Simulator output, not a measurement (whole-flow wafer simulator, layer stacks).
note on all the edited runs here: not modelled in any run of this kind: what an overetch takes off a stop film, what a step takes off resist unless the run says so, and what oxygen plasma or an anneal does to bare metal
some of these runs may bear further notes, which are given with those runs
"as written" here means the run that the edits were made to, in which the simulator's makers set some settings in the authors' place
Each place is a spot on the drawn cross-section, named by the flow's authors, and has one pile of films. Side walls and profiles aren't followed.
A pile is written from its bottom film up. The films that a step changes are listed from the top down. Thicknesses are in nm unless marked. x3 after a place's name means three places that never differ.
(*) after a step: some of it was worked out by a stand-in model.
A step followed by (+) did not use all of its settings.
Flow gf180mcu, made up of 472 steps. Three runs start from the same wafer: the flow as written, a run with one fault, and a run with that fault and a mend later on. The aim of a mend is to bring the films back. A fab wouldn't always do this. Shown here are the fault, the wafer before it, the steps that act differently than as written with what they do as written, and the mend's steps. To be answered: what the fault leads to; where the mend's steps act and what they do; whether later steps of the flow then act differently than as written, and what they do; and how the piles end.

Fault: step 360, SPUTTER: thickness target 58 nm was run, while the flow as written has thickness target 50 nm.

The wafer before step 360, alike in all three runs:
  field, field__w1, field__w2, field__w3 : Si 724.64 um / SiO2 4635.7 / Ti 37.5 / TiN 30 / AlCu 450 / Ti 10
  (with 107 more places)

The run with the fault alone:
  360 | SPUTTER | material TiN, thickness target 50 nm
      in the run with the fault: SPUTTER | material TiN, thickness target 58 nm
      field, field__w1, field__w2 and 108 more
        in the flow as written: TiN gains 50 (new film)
        in the run with the fault: TiN gains 58 (new film)
  Later steps of the flow acting differently than as written (not shown: 6 more steps that differ only slightly, by at most 2% or 0.5 nm, whichever is larger):
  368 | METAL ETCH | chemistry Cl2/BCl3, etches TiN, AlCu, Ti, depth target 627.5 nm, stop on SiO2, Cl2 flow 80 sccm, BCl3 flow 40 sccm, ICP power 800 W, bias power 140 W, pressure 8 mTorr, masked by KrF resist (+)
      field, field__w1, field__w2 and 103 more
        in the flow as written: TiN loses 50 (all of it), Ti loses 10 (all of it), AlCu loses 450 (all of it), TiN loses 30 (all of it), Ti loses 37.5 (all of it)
        in the run with the fault: TiN loses 58 (all of it), Ti loses 10 (all of it), AlCu loses 450 (all of it), TiN loses 30 (all of it), Ti loses 37.5 (all of it)
  At field__w8, contact, m1, m1__w1, m1_nw, the piles at the end differ from the flow's by more than 2% or 0.5 nm, whichever is larger.
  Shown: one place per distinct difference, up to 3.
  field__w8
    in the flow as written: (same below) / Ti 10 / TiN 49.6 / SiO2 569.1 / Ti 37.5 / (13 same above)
    in the run with the fault: (same below) / Ti 10 / TiN 57.6 / SiO2 561.1 / Ti 37.5 / (13 same above)
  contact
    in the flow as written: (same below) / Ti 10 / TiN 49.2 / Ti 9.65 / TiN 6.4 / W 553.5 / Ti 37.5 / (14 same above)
    in the run with the fault: (same below) / Ti 10 / TiN 57.2 / Ti 9.7 / TiN 6.43 / W 545.4 / Ti 37.5 / (14 same above)

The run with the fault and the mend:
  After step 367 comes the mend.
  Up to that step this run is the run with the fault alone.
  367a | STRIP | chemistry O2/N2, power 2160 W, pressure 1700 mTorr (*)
      field__w8, contact, m1, m1__w1, m1_nw
        KrF resist loses 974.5 (all of it)
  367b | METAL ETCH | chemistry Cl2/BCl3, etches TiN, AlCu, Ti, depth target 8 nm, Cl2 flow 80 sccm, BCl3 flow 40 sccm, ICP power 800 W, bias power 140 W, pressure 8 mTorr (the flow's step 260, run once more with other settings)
      field, field__w1, field__w2 and 108 more
        TiN loses 8
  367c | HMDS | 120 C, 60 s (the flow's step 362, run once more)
      leaves every film unchanged at each place that is followed
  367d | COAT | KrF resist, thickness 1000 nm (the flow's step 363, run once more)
      field, field__w1, field__w2 and 108 more
        KrF resist gains 1000 (new film)
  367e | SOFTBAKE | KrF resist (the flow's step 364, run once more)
      leaves every film unchanged at each place that is followed
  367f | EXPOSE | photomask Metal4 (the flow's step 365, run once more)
      leaves every film unchanged at each place that is followed
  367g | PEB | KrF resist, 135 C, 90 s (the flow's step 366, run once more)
      field, field__w1, field__w2 and 108 more
        KrF resist loses 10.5
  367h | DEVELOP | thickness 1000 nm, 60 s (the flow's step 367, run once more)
      field, field__w1, field__w2 and 103 more
        KrF resist loses 989.5 (all of it)
      field__w8, contact, m1, m1__w1, m1_nw
        KrF resist loses 14.9
  None of the later steps of the flow acts differently than as written at any place that is followed.
  At every place that both follow, the piles at the end match the flow's.
